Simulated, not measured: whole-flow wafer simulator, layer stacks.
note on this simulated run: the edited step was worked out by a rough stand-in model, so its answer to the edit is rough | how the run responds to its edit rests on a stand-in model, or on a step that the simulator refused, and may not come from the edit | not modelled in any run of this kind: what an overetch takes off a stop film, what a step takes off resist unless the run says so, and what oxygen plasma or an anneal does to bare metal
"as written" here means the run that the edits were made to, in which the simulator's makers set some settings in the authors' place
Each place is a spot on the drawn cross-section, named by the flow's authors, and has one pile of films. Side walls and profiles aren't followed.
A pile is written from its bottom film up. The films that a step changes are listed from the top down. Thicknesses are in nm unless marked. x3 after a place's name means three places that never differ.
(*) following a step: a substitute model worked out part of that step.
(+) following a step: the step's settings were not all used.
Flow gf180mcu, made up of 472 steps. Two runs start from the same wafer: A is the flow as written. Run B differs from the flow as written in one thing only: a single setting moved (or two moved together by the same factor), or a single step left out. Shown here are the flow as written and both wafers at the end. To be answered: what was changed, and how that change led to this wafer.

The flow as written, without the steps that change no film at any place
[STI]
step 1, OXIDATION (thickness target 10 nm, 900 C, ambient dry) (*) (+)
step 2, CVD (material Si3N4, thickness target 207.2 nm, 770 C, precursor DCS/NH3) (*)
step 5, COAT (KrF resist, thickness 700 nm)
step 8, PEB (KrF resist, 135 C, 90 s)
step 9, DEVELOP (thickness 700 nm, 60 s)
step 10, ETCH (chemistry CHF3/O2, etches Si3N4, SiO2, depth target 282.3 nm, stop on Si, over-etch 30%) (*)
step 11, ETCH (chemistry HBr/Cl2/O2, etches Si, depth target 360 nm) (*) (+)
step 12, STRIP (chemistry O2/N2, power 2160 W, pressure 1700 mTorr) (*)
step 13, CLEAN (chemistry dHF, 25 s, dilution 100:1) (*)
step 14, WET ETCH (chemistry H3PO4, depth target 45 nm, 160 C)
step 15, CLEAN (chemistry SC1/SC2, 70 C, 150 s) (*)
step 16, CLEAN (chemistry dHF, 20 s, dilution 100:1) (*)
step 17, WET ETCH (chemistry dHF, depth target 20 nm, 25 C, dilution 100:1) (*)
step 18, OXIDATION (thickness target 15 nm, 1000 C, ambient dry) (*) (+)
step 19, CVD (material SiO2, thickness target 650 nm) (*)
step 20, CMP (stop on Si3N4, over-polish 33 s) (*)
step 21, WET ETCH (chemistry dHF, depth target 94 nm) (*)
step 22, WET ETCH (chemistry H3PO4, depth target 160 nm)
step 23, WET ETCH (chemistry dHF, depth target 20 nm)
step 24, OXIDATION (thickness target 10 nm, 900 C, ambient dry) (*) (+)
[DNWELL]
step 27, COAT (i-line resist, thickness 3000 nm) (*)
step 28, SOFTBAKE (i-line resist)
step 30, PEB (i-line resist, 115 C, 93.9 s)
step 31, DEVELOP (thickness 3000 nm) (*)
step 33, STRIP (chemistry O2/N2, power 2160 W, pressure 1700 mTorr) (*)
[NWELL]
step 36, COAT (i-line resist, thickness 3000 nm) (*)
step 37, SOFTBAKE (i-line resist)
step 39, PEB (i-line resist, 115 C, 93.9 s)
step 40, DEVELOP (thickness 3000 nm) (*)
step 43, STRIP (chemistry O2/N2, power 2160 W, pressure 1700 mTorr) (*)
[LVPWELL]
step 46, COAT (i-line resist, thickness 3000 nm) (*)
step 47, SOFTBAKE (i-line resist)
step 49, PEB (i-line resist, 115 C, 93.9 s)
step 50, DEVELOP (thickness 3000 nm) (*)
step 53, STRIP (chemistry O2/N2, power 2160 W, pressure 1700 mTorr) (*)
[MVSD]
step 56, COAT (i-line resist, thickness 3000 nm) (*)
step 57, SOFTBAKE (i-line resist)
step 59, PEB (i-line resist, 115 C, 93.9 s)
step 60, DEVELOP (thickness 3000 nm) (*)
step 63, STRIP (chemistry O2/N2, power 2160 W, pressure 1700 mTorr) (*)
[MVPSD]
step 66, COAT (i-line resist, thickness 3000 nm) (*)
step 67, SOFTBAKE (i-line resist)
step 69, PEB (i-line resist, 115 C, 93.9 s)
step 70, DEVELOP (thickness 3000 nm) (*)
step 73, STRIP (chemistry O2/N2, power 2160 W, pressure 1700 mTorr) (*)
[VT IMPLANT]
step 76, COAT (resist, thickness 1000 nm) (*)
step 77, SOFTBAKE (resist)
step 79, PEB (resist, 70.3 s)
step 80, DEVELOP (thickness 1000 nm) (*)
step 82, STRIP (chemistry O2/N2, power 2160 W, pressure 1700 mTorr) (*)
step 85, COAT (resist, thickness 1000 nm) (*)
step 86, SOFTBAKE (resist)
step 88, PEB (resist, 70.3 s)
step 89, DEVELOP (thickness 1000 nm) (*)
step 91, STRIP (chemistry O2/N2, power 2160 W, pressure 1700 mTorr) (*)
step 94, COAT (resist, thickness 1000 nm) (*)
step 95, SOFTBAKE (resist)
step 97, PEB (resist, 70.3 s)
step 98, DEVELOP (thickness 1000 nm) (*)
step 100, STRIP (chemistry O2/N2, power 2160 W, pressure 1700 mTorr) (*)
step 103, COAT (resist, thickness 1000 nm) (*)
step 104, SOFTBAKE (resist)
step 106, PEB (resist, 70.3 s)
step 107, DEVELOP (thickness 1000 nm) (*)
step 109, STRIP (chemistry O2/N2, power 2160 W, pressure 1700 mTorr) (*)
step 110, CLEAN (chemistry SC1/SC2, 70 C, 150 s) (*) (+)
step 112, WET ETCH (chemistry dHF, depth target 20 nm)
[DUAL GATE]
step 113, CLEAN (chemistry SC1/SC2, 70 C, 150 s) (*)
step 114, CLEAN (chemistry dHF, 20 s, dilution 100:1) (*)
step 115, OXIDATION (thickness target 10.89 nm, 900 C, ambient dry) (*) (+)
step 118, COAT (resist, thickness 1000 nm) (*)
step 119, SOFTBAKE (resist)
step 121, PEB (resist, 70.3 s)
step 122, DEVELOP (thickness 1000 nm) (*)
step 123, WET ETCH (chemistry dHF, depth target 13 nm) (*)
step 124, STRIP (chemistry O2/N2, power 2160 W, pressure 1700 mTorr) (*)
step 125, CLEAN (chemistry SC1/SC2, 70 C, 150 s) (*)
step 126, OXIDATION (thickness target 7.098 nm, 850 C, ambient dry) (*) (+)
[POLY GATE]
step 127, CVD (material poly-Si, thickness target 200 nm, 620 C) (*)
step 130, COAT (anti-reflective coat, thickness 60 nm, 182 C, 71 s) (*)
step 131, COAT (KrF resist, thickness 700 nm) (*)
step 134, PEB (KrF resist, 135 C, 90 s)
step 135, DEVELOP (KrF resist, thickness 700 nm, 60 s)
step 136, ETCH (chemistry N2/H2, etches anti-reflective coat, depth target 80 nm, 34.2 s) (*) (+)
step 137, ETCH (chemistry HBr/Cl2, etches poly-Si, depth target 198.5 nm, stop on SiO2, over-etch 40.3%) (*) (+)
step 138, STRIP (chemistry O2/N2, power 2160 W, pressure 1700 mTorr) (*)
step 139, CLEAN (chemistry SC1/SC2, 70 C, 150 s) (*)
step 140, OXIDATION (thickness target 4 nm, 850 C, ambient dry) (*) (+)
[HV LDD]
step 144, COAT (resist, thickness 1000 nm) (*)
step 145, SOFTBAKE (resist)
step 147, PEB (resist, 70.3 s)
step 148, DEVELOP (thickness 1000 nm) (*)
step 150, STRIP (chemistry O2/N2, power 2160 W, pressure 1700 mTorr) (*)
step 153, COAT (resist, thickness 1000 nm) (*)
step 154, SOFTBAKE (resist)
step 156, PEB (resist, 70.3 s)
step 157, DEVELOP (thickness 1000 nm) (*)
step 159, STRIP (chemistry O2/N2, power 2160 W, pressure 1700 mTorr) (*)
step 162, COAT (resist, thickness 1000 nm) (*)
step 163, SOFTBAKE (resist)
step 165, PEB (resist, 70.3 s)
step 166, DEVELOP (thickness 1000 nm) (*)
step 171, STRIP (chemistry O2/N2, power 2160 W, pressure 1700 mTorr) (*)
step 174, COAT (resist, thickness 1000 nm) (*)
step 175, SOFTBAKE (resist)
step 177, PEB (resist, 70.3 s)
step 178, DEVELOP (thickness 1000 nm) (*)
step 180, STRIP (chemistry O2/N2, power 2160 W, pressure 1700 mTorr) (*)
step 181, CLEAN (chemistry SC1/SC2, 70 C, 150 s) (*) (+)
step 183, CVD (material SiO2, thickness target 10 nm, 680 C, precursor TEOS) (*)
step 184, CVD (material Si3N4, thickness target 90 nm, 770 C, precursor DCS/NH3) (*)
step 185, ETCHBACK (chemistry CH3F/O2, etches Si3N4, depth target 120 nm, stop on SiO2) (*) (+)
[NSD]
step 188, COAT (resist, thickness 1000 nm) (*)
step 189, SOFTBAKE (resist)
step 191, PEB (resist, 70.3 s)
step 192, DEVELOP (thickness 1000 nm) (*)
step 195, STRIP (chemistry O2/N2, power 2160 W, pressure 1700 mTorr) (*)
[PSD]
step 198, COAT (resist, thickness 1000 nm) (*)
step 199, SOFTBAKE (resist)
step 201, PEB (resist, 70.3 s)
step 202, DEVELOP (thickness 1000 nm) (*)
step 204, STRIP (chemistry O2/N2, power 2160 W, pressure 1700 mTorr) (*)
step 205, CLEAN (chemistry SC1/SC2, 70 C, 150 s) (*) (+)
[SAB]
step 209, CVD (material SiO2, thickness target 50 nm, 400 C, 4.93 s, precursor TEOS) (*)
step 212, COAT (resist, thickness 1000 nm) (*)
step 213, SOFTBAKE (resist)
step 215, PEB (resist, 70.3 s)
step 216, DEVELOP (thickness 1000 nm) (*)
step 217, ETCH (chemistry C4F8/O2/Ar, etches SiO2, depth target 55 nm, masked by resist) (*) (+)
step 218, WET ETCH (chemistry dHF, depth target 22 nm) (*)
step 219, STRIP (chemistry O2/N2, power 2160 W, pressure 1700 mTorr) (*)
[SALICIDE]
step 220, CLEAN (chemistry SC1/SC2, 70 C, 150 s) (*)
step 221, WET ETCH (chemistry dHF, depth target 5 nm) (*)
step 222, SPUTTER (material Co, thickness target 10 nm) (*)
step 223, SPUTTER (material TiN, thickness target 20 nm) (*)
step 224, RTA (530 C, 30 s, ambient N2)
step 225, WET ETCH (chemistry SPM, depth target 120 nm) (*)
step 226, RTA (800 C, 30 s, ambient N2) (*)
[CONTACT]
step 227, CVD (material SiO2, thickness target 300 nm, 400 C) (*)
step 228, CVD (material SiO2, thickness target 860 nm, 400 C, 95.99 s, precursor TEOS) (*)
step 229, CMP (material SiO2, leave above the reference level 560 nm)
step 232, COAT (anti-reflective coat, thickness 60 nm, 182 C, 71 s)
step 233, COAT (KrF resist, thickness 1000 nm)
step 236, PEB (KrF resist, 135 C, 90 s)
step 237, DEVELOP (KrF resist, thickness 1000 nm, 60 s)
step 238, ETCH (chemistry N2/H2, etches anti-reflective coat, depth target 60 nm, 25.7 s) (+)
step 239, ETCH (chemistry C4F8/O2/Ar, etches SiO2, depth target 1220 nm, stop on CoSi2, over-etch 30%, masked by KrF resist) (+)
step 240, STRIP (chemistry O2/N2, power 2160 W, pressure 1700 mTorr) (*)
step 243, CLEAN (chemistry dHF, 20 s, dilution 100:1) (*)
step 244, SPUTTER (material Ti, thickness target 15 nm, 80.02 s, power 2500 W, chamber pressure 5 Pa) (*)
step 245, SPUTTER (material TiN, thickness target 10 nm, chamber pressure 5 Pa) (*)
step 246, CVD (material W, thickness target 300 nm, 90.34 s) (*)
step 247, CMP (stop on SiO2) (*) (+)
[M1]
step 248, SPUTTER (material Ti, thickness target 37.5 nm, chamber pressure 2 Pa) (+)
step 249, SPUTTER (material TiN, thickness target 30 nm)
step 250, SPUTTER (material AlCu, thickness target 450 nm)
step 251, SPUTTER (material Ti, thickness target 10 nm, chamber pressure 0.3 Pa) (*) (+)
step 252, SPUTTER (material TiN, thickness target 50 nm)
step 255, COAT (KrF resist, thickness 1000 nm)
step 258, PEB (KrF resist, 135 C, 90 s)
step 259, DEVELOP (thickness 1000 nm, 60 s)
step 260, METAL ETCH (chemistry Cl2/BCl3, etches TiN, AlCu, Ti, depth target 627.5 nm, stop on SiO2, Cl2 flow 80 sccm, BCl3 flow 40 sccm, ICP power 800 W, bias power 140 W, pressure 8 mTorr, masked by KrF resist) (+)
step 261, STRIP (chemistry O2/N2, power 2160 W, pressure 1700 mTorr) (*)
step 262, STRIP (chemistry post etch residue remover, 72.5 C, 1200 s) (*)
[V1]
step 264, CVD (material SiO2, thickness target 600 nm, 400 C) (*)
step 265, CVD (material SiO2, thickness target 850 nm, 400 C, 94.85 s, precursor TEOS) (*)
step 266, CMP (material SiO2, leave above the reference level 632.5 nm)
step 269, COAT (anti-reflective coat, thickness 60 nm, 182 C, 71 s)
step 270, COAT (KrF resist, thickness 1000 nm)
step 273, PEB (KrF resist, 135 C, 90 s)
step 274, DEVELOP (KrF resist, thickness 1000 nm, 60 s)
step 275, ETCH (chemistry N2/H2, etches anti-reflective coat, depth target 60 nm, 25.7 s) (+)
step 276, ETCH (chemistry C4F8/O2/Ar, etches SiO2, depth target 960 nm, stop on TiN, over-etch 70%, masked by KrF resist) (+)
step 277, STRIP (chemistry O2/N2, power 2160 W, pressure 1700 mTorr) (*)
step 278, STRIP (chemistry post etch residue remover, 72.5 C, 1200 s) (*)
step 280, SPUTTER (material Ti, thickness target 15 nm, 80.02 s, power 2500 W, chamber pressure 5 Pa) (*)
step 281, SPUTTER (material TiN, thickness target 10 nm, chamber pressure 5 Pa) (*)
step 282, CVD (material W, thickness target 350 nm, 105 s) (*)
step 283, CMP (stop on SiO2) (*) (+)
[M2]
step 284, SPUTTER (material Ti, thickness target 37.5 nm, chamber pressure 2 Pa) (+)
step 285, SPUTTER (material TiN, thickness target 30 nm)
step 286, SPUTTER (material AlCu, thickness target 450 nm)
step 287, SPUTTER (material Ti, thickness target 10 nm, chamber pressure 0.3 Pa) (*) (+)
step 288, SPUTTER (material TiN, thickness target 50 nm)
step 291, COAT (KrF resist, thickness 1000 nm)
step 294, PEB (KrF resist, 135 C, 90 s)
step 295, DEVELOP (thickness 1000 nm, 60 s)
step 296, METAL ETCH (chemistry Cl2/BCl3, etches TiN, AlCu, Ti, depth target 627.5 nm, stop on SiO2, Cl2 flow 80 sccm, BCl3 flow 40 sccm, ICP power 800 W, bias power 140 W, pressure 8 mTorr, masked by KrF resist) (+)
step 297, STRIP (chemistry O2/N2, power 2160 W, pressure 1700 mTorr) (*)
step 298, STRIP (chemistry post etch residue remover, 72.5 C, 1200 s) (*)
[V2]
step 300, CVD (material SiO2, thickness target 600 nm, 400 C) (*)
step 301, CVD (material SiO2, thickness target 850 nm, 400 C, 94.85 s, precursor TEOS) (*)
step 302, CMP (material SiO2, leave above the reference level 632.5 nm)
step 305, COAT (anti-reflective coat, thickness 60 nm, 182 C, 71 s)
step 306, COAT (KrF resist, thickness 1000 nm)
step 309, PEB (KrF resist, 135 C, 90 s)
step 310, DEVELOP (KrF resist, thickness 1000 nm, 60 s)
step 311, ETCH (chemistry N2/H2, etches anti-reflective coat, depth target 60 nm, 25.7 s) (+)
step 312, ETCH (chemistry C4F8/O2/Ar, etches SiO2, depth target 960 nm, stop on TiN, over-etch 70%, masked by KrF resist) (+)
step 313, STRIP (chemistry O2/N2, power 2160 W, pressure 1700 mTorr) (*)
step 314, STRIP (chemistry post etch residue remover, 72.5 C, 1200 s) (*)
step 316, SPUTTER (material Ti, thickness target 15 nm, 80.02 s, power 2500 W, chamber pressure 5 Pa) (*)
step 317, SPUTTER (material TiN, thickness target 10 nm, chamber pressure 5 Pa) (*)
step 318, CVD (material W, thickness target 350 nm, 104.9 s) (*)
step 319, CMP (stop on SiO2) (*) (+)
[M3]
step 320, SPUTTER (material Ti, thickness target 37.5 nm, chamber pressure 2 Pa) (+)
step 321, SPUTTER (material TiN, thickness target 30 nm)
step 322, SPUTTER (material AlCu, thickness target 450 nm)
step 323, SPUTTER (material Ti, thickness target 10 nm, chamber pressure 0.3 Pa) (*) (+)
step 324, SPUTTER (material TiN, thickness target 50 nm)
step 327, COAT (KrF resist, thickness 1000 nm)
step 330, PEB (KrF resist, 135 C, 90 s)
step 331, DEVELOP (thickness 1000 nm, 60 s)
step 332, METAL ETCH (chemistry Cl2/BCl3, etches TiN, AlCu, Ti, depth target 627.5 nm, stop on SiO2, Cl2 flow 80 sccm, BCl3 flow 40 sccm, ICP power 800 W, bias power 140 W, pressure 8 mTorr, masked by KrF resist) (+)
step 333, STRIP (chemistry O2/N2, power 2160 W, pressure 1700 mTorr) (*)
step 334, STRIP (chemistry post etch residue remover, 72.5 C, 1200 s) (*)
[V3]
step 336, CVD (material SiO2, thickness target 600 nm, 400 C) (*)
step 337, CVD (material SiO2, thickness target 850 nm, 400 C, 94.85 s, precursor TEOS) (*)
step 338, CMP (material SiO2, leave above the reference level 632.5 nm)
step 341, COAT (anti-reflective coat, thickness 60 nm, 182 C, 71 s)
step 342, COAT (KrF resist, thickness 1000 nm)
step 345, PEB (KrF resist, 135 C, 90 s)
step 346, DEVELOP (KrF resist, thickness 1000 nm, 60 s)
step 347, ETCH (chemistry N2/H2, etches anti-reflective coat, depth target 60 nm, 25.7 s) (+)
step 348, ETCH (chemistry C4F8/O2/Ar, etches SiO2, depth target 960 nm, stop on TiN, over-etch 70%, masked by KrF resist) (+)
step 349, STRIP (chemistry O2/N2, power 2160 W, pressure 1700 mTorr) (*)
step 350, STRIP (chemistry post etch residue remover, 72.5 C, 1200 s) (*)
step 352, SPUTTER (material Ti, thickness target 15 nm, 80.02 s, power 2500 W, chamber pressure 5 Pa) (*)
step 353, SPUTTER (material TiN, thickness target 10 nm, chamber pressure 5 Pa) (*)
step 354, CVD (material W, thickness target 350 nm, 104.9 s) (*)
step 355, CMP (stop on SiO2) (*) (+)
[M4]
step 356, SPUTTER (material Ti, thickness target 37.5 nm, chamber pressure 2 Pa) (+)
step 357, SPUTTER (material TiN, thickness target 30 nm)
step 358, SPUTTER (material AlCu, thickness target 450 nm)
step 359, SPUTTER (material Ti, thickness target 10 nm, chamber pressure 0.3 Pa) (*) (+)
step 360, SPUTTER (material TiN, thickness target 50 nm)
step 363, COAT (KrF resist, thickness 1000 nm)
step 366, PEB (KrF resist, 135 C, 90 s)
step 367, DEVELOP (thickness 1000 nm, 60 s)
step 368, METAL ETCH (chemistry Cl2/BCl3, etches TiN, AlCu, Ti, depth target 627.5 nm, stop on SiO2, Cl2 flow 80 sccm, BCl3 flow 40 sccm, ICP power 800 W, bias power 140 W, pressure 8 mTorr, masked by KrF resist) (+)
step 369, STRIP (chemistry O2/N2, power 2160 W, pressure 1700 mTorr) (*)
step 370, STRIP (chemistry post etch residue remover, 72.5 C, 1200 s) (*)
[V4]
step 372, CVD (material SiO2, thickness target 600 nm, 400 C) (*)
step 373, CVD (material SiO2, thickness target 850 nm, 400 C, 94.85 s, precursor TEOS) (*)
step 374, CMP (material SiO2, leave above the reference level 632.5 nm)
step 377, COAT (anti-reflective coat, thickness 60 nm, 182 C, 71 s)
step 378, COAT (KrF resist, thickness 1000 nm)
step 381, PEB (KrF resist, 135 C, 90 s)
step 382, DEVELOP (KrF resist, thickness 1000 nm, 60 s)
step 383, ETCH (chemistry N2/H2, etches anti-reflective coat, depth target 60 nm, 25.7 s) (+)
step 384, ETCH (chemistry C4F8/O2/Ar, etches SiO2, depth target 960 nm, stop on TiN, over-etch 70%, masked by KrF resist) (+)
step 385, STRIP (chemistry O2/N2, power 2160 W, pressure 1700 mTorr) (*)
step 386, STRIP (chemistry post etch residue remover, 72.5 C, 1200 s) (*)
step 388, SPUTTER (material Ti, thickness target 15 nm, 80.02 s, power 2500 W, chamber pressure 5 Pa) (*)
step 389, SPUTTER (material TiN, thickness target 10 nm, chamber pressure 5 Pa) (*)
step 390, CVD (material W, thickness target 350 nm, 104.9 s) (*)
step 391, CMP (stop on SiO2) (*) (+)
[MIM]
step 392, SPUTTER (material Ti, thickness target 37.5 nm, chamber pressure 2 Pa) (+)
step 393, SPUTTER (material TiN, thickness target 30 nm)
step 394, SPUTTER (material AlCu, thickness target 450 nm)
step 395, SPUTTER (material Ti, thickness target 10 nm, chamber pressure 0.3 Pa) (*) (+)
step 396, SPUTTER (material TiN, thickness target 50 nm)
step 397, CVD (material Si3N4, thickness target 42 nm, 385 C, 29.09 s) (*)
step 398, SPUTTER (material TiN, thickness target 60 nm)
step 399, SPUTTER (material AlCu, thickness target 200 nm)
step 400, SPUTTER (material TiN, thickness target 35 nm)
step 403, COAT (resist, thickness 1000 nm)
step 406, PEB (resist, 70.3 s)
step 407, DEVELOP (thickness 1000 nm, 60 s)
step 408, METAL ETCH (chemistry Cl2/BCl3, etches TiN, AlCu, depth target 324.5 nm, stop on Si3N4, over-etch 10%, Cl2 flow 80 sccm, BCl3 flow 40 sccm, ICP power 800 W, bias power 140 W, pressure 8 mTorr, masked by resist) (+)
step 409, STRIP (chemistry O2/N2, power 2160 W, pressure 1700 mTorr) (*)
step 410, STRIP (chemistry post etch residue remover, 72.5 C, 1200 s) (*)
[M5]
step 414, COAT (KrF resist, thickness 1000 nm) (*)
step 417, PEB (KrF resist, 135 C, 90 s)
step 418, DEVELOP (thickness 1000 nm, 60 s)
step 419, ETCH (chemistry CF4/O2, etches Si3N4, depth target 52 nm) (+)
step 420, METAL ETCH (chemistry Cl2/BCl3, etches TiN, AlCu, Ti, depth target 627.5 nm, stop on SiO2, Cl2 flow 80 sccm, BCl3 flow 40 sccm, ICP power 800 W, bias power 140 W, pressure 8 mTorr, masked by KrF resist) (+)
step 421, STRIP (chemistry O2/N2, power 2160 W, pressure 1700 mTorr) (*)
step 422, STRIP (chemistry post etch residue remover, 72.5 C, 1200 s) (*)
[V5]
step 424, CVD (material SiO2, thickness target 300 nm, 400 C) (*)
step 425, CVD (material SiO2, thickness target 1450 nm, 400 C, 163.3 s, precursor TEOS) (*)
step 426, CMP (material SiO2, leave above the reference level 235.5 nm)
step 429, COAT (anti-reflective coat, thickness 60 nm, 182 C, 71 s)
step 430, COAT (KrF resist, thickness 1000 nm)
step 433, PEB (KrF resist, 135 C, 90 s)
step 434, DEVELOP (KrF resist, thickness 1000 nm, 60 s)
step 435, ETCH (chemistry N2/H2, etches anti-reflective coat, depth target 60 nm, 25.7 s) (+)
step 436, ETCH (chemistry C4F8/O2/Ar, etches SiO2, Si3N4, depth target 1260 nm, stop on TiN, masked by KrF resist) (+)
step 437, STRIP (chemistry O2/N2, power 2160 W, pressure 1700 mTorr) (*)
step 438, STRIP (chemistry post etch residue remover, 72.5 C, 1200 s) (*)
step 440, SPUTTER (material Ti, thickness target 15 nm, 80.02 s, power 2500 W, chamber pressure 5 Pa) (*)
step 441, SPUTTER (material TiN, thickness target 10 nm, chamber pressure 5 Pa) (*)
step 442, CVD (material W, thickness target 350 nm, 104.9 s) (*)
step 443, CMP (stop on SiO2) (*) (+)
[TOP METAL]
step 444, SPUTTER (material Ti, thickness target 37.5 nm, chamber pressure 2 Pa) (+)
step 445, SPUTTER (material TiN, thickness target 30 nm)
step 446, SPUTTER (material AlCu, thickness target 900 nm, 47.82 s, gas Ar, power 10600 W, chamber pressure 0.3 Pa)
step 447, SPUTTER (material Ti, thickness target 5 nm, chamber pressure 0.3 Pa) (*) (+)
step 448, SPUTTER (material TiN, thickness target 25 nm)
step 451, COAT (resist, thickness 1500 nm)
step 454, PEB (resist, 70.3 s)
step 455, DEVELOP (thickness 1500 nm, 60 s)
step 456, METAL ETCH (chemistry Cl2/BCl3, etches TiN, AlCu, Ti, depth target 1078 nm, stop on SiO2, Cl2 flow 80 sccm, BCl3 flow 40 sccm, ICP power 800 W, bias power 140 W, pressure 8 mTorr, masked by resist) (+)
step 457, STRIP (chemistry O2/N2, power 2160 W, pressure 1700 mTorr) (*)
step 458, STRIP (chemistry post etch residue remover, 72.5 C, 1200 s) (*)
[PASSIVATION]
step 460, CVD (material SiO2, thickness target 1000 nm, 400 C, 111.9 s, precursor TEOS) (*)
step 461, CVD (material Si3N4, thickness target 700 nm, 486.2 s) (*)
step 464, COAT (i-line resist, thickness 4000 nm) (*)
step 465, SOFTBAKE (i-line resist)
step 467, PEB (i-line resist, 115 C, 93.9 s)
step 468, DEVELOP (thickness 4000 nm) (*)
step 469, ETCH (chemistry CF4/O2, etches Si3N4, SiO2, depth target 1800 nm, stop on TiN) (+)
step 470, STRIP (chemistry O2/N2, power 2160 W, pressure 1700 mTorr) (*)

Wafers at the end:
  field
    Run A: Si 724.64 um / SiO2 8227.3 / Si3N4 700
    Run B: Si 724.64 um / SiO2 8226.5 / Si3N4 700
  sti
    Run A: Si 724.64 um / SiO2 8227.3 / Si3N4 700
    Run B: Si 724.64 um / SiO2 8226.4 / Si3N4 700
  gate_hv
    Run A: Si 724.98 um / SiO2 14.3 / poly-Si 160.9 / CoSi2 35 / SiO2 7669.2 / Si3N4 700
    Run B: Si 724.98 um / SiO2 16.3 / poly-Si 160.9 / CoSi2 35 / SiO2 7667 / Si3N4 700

The reason: step 115, OXIDATION: thickness target 13.17 nm was run, though the flow has thickness target 10.89 nm.

The path from the change to this, step by step:
  step 115, OXIDATION (thickness target 10.89 nm, 900 C, ambient dry) (*) (+)
      active, n_well, p_well and 40 more: A SiO2 gains 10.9 (new film), Si loses 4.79 | B SiO2 gains 13.2 (new film), Si loses 5.8
  step 123, WET ETCH (chemistry dHF, depth target 13 nm) (*)
      active, n_well, p_well and 12 more: A SiO2 loses 10.9 (all of it) | B SiO2 loses 13.2 (all of it)
  step 189, SOFTBAKE (resist)
      field__w9: A resist gains 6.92 | B resist loses 3.06
  step 199, SOFTBAKE (resist)
      field__w9: A resist gains 6.92 | B resist loses 3.06
  step 218, WET ETCH (chemistry dHF, depth target 22 nm) (*)
      ldn_tap, ldn_src, ldn_drn, ldp_tap, ldp_src, ldp_drn, ldp_gr: A SiO2 loses 16 (all of it) | B SiO2 loses 18 (all of it)
      ld_drn_n, ld_sd_p: A SiO2 loses 14.8 (all of it) | B SiO2 loses 16.8 (all of it)
      (also at 5 further places)
